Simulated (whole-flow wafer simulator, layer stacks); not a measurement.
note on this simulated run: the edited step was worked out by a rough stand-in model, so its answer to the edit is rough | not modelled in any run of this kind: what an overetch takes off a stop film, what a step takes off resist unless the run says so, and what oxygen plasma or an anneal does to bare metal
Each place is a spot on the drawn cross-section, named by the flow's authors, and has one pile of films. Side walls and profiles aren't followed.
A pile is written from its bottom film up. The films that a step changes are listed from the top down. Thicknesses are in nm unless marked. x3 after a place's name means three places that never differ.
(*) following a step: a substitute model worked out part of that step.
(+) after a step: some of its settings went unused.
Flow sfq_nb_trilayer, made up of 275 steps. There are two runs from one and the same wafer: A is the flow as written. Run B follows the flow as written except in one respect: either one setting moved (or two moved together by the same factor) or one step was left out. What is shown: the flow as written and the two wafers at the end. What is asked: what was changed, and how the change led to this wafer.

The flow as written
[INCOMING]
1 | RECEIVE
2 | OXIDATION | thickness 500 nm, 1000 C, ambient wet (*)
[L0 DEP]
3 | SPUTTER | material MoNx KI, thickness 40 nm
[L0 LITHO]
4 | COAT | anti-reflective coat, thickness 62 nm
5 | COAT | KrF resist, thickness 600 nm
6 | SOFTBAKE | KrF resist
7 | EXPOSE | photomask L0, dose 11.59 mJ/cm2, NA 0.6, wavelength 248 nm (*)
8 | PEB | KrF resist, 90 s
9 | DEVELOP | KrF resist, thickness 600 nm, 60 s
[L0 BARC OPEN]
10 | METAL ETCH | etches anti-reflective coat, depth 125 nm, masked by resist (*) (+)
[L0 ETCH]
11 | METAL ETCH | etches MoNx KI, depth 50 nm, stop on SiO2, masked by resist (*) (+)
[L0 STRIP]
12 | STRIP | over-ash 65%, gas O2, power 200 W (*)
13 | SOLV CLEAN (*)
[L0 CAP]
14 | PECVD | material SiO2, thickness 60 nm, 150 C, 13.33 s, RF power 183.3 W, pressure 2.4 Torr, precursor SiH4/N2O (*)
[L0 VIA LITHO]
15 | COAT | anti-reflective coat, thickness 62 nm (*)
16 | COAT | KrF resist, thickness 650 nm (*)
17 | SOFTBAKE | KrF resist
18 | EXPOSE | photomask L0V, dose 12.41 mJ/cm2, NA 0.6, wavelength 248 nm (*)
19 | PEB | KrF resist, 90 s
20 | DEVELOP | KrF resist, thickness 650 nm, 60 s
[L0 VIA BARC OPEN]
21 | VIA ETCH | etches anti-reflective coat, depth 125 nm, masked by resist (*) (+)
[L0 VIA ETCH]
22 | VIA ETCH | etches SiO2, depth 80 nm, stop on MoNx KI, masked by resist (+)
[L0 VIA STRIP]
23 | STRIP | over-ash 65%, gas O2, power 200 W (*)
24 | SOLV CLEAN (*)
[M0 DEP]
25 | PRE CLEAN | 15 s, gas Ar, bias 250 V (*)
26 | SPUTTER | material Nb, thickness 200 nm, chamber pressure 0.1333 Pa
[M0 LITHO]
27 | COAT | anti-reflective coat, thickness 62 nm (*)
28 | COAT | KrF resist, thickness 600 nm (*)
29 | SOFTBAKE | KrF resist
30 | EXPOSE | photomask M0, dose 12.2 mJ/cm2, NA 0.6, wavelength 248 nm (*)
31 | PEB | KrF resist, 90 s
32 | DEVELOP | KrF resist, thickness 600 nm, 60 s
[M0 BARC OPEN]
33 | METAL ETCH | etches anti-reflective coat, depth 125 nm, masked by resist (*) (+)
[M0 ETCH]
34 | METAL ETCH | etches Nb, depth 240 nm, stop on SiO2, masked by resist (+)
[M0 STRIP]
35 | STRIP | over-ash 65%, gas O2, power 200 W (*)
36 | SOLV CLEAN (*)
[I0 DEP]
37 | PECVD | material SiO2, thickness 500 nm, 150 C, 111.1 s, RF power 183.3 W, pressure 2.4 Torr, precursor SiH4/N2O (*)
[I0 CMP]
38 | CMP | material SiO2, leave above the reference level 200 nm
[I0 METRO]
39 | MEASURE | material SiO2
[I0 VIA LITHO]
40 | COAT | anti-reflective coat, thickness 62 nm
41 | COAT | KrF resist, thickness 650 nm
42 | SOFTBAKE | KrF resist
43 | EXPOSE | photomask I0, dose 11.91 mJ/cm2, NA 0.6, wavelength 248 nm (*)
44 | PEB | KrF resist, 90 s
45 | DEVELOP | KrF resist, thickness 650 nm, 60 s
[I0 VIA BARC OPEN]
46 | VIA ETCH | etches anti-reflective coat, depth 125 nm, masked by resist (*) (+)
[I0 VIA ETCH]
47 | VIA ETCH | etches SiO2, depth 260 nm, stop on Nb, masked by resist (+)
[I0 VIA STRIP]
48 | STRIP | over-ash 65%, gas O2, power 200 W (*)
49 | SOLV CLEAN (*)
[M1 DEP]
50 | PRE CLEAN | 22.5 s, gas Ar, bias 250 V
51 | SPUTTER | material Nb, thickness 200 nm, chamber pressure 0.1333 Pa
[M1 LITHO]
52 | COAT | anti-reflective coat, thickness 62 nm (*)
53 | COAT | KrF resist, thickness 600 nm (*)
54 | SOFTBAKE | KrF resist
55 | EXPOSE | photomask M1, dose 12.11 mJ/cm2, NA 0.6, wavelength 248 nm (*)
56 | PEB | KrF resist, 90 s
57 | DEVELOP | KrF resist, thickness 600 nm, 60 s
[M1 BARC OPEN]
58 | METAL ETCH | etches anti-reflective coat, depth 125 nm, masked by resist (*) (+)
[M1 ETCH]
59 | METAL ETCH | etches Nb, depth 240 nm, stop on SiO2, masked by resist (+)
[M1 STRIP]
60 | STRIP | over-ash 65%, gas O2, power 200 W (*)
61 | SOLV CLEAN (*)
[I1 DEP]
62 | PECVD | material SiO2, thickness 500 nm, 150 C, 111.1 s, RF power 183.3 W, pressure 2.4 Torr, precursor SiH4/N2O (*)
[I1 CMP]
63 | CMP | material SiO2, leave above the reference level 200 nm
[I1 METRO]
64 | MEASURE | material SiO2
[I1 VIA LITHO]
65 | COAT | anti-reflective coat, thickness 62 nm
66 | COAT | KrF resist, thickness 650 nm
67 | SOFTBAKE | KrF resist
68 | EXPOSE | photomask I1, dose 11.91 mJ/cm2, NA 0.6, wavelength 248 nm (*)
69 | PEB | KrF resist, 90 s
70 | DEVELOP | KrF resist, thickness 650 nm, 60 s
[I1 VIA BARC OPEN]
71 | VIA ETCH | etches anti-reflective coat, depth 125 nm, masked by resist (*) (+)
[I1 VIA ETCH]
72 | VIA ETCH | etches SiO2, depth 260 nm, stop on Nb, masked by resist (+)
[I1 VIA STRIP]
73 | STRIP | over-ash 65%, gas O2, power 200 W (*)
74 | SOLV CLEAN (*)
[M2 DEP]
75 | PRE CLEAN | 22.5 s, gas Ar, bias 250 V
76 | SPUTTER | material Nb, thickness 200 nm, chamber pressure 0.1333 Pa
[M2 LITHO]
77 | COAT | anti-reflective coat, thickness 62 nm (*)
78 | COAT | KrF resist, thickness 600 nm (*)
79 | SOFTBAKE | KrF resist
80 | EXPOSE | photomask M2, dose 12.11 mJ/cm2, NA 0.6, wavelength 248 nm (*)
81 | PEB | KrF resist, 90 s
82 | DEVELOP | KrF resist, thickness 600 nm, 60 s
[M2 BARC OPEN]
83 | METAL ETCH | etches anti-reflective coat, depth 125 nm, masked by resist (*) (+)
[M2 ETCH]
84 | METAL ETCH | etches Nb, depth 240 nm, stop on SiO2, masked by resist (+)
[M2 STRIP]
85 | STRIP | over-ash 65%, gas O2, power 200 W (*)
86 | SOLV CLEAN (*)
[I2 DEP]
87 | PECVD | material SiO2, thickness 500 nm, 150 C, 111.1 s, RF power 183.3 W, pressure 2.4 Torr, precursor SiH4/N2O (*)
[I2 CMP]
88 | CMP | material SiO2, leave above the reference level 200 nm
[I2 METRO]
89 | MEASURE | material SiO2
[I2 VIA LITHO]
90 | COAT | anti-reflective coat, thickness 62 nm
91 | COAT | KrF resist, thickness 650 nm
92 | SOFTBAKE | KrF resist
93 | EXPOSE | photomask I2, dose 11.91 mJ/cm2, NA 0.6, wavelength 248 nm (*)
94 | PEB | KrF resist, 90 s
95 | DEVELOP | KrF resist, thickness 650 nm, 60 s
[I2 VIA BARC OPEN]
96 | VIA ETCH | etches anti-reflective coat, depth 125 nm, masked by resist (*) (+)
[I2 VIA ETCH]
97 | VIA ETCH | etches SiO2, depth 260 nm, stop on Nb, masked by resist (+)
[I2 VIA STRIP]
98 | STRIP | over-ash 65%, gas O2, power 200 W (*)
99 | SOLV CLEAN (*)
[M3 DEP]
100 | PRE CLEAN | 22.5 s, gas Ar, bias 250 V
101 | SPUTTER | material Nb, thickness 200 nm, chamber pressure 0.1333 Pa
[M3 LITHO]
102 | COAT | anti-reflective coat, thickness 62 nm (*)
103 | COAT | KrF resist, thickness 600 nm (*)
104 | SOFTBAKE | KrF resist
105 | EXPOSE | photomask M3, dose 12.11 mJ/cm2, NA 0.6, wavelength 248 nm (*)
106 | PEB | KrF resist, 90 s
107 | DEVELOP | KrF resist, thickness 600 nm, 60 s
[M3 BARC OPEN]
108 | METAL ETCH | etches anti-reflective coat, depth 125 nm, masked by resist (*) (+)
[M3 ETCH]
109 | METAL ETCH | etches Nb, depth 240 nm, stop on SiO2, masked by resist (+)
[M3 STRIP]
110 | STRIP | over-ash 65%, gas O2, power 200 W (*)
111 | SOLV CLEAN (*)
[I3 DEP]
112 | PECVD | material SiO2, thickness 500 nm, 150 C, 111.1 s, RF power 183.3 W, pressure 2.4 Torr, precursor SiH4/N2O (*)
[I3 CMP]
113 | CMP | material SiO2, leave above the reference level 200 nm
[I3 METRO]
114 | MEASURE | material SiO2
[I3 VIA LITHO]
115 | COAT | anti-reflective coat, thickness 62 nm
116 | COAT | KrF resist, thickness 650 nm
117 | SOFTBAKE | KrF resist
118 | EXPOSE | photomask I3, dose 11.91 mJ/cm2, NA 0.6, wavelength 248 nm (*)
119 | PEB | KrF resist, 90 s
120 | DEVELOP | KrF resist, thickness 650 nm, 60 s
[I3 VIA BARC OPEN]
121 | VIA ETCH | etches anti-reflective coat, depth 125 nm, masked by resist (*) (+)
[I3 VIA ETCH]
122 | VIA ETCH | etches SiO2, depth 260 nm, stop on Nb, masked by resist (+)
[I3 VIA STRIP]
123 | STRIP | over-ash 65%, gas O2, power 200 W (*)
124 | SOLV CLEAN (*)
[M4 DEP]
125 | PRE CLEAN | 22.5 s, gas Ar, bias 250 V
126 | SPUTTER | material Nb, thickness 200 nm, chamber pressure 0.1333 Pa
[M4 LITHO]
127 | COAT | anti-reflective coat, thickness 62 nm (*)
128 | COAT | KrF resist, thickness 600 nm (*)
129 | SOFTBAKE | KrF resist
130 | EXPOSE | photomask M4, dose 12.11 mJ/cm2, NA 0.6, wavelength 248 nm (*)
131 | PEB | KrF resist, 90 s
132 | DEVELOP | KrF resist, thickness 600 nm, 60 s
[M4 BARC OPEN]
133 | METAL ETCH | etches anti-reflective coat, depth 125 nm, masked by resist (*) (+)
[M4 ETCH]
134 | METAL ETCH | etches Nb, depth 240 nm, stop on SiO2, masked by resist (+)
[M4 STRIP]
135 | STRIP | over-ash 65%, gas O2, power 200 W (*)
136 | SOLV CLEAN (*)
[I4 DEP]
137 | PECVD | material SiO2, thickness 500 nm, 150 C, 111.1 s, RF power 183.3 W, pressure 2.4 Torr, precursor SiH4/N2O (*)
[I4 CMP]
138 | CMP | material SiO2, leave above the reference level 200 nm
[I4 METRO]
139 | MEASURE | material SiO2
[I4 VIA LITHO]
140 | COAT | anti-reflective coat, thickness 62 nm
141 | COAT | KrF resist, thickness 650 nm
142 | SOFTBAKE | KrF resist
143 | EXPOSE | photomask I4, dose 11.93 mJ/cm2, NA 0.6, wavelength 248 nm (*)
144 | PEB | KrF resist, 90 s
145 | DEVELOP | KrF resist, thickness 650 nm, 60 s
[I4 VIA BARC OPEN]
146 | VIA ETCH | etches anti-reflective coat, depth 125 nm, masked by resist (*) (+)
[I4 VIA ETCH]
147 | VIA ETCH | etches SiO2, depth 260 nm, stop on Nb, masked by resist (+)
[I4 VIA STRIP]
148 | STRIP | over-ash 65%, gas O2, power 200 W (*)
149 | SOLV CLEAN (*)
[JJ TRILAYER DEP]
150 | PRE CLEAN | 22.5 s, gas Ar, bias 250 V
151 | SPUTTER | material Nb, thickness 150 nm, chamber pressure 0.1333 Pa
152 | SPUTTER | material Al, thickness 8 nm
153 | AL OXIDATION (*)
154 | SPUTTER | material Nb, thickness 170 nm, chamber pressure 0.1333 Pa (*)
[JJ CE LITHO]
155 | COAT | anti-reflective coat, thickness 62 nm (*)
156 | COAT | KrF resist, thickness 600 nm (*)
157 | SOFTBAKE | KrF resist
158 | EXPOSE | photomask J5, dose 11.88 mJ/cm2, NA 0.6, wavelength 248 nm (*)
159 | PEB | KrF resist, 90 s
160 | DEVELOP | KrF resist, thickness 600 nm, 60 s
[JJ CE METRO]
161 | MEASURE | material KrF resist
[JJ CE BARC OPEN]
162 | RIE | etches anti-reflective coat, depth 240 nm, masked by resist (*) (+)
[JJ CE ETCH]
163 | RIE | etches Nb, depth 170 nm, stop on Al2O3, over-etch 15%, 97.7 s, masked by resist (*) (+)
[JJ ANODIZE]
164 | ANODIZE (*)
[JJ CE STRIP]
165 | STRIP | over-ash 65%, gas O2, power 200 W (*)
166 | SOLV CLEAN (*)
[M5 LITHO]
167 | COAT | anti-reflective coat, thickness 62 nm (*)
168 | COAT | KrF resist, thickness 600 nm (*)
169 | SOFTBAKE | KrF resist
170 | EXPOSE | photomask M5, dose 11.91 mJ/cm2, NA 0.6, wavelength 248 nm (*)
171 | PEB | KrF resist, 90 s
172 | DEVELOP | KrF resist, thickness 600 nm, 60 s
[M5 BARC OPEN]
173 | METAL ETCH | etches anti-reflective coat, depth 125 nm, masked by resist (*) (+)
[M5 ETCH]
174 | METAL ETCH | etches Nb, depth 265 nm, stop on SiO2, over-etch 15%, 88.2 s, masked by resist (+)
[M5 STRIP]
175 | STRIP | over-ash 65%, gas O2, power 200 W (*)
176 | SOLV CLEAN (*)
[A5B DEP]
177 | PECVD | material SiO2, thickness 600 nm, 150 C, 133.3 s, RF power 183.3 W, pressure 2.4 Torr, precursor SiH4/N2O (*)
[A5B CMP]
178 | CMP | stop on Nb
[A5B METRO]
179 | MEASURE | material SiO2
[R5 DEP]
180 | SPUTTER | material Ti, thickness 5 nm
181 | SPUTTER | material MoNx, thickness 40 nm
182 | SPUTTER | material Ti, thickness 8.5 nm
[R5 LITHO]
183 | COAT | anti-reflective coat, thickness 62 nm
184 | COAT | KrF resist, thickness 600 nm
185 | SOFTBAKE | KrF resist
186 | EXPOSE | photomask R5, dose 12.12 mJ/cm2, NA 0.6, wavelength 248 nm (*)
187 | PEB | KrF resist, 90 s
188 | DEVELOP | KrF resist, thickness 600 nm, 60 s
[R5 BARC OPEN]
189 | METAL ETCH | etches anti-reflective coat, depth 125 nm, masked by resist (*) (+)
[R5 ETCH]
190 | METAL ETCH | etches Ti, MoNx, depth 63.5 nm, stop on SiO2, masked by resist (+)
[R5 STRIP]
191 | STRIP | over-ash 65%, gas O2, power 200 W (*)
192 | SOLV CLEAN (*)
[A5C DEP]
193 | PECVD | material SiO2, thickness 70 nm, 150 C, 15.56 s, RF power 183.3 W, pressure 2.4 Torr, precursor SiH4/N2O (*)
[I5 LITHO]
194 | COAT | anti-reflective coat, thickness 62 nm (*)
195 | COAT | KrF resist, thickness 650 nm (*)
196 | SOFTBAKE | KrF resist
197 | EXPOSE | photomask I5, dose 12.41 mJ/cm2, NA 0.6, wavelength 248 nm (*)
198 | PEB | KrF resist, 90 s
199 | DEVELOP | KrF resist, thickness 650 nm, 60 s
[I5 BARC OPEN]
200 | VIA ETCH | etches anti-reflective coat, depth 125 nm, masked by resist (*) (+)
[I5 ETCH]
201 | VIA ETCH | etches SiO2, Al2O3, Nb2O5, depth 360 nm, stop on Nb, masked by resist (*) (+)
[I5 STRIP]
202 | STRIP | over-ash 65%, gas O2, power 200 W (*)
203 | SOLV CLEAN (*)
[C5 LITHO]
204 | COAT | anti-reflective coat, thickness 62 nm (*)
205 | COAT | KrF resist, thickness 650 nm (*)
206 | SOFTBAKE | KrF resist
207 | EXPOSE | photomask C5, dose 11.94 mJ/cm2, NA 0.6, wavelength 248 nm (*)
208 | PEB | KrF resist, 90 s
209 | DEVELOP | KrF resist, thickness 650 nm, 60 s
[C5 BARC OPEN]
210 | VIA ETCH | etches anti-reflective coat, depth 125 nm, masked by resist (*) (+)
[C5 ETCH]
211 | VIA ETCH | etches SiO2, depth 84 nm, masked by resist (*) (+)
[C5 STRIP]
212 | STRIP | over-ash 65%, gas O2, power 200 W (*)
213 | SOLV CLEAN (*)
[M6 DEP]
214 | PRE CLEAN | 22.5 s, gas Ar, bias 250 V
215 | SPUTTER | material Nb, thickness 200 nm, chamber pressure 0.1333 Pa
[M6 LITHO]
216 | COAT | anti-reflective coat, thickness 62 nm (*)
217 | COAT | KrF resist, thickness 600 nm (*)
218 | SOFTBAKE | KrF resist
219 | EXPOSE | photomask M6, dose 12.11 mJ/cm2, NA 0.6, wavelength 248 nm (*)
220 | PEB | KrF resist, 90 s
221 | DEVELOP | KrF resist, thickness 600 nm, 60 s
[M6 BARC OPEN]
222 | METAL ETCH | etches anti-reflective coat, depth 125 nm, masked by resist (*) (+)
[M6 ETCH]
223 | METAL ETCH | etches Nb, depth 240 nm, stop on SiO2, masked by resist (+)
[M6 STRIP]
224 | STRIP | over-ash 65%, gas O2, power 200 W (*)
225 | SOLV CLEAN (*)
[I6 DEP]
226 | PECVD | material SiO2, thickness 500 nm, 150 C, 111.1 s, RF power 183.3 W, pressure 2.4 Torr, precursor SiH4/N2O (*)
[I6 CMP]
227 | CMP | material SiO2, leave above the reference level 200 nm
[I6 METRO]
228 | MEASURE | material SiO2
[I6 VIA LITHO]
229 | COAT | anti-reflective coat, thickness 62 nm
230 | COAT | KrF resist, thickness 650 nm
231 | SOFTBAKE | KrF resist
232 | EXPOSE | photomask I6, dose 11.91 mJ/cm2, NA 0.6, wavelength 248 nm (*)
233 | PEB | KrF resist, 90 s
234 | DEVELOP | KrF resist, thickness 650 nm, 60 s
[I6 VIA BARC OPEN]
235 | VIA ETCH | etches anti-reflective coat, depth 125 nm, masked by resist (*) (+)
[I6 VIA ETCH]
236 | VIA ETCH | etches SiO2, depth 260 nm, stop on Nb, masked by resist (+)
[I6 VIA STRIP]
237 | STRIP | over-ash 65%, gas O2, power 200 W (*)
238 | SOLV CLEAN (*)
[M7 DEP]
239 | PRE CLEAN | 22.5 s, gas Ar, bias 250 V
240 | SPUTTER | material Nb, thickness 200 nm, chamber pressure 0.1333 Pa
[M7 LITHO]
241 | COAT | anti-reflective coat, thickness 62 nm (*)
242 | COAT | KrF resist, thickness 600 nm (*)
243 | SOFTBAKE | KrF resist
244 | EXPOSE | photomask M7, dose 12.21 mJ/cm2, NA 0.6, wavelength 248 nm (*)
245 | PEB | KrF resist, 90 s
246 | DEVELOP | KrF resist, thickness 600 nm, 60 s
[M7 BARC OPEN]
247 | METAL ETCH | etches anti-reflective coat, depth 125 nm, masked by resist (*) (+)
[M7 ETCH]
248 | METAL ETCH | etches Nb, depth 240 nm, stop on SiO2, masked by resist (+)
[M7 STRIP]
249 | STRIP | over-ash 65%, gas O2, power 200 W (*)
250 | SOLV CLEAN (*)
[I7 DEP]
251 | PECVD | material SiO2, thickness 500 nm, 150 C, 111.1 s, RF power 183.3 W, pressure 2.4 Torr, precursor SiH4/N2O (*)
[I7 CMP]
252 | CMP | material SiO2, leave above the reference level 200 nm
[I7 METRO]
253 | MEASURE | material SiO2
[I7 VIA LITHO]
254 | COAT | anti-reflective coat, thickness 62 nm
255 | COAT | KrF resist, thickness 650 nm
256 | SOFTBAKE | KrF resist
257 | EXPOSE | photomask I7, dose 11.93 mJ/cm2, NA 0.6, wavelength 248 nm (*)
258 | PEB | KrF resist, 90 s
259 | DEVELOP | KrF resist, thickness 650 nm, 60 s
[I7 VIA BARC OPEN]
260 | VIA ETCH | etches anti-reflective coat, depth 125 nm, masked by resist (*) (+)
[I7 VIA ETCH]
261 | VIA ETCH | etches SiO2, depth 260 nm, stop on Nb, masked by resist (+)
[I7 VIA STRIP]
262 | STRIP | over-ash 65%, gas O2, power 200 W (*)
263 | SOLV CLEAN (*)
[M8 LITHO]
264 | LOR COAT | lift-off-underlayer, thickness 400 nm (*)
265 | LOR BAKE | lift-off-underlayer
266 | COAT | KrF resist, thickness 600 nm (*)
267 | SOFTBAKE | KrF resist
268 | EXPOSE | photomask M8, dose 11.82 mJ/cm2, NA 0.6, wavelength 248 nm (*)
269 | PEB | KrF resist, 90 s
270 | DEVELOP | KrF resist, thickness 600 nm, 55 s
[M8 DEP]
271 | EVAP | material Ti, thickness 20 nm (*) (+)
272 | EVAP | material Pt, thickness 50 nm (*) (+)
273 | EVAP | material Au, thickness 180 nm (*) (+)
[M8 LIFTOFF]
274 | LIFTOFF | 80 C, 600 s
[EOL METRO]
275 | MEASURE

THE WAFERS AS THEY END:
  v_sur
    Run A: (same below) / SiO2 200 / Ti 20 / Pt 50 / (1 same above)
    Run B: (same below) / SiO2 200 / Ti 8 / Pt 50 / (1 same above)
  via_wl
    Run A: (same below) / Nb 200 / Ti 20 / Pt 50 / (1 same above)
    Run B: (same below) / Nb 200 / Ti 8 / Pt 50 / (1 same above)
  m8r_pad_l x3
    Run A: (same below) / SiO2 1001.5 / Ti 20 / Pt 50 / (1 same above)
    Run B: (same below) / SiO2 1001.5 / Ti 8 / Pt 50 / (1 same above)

What caused this: step 271, EVAP: thickness 8 nm was run, though the flow has thickness 20 nm.
The wafer itself shows it: v_sur has Ti 8, and step 271 as written asks for 20 nm.

Step by step, how the change led to this:
  271 | EVAP | material Ti, thickness 20 nm (*) (+)
      field_l, v_sur, via_wl and 103 more: A Ti gains 20 (new film) | B Ti gains 8 (new film)
  274 | LIFTOFF | 80 C, 600 s
      p4_fl x3, p4_w1 x9, p4_g1 x2 and 60 more: A Au loses 180 (all of it), Pt loses 50 (all of it), Ti loses 20 (all of it), KrF resist loses 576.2 (all of it), lift-off-underlayer loses 400 (all of it) | B Au loses 180 (all of it), Pt loses 50 (all of it), Ti loses 8 (all of it), KrF resist loses 576.2 (all of it), lift-off-underlayer loses 400 (all of it)
      c5j, ce_r: A Au loses 180 (all of it), Pt loses 50 (all of it), Ti loses 20 (all of it), KrF resist loses 573.3 (all of it), lift-off-underlayer loses 399.3 (all of it) | B Au loses 180 (all of it), Pt loses 50 (all of it), Ti loses 8 (all of it), KrF resist loses 573.3 (all of it), lift-off-underlayer loses 399.3 (all of it)
      (also at 19 further places)
